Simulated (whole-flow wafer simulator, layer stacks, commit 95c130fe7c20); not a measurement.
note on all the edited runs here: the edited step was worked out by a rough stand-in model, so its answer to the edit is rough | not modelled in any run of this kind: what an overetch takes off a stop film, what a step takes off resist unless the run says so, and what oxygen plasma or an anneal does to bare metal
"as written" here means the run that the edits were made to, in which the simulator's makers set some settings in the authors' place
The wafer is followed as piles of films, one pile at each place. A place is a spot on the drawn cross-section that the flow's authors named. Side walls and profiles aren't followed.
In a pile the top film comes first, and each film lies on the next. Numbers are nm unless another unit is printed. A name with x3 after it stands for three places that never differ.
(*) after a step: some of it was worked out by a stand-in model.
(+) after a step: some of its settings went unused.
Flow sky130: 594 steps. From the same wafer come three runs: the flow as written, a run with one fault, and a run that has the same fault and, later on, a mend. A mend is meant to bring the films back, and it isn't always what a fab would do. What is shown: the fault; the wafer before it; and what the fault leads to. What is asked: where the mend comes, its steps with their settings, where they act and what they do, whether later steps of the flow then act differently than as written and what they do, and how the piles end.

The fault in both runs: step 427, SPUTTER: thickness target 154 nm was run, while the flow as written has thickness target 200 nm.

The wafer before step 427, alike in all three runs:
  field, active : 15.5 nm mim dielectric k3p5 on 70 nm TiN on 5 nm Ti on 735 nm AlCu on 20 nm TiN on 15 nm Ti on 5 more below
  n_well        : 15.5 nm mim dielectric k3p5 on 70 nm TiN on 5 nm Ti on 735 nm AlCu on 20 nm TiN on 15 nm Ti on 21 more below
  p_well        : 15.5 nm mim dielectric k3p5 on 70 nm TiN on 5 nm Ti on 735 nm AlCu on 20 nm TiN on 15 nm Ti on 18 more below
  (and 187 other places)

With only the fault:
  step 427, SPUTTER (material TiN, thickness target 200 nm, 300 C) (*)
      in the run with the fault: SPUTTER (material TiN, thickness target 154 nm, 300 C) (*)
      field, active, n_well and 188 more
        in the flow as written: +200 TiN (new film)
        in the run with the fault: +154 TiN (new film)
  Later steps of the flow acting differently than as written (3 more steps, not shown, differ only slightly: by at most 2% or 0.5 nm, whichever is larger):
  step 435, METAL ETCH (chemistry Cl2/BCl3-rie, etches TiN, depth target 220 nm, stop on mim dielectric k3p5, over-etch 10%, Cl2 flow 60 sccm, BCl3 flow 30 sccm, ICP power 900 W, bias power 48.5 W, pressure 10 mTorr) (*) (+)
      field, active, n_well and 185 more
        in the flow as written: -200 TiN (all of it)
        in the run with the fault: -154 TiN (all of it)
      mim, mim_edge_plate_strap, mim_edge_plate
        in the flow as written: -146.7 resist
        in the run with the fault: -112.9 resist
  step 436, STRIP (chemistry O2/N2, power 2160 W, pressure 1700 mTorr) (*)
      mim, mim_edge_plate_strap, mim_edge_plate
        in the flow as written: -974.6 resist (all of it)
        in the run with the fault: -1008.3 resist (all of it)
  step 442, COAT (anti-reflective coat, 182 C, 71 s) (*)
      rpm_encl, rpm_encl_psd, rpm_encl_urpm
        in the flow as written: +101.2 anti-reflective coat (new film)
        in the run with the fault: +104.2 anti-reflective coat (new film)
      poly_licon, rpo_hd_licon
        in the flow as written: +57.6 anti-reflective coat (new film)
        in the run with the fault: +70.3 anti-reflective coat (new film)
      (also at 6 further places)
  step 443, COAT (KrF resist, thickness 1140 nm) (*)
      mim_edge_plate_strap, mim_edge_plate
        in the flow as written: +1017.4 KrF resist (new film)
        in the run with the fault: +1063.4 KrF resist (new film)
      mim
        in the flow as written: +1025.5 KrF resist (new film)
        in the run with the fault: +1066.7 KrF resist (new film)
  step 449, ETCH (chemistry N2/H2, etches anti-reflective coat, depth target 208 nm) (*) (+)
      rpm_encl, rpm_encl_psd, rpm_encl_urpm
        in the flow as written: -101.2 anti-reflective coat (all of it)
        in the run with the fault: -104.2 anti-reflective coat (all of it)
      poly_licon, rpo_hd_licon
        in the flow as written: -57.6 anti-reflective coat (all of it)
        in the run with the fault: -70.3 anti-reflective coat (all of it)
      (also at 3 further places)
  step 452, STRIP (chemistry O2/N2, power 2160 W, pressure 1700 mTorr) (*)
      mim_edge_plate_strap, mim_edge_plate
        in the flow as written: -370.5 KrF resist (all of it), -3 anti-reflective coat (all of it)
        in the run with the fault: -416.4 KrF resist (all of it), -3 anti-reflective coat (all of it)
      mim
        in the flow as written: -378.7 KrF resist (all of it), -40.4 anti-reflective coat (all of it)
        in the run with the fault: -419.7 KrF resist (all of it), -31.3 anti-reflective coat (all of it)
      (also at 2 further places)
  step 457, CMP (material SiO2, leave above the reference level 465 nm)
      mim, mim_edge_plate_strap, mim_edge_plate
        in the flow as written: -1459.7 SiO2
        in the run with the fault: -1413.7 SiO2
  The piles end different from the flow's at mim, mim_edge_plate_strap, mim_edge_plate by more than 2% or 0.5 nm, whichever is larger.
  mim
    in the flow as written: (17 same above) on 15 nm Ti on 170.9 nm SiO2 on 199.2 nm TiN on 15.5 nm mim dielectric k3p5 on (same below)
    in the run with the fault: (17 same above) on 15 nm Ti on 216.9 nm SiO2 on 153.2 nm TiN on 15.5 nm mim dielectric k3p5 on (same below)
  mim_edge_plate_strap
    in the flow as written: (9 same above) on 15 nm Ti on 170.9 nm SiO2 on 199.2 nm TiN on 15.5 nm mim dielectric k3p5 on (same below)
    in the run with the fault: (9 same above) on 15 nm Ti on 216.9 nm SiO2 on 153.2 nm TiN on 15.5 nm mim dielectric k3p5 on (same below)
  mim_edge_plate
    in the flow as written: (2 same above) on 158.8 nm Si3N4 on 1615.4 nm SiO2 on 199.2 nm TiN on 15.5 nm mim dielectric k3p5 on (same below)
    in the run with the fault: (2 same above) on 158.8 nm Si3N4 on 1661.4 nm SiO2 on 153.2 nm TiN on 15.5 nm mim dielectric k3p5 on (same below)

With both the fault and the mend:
  The mend stands after step 434.
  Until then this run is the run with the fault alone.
  step 434a, STRIP (chemistry O2/N2, power 2160 W, pressure 1700 mTorr) (*)
      mim, mim_edge_plate_strap, mim_edge_plate
        -1121.3 resist (all of it)
  step 434b, SPUTTER (material TiN, thickness target 46 nm, 300 C) (*) (the flow's step 427, run once more with other settings)
      field, active, n_well and 188 more
        +46 TiN
  step 434c, HMDS (120 C, 60 s) (the flow's step 429, run once more)
      leaves every film unchanged at each place that is followed
  step 434d, COAT (resist, thickness 1140 nm) (the flow's step 430, run once more)
      field, active, n_well and 186 more
        +1140 resist (new film)
      m1, via2_hole
        +1140.6 resist (new film)
  step 434e, SOFTBAKE (resist) (the flow's step 431, run once more)
      leaves every film unchanged at each place that is followed
  step 434f, EXPOSE (photomask CAPM, dose 177.7 mJ/cm2, NA 0.6, wavelength 365 nm) (*) (the flow's step 432, run once more)
      leaves every film unchanged at each place that is followed
  step 434g, PEB (resist, 70.3 s) (the flow's step 433, run once more)
      field, active, n_well and 188 more
        -18.7 resist
  step 434h, DEVELOP (resist, thickness 1140 nm, developer TMAH-0.26N, 60 s) (the flow's step 434, run once more)
      field, active, n_well and 183 more
        -1121.3 resist (all of it)
      m1, via2_hole
        -1121.9 resist (all of it)
  Later steps of the flow that are run all act as written at every place that is followed.
  At every place that both follow, the piles at the end match the flow's.
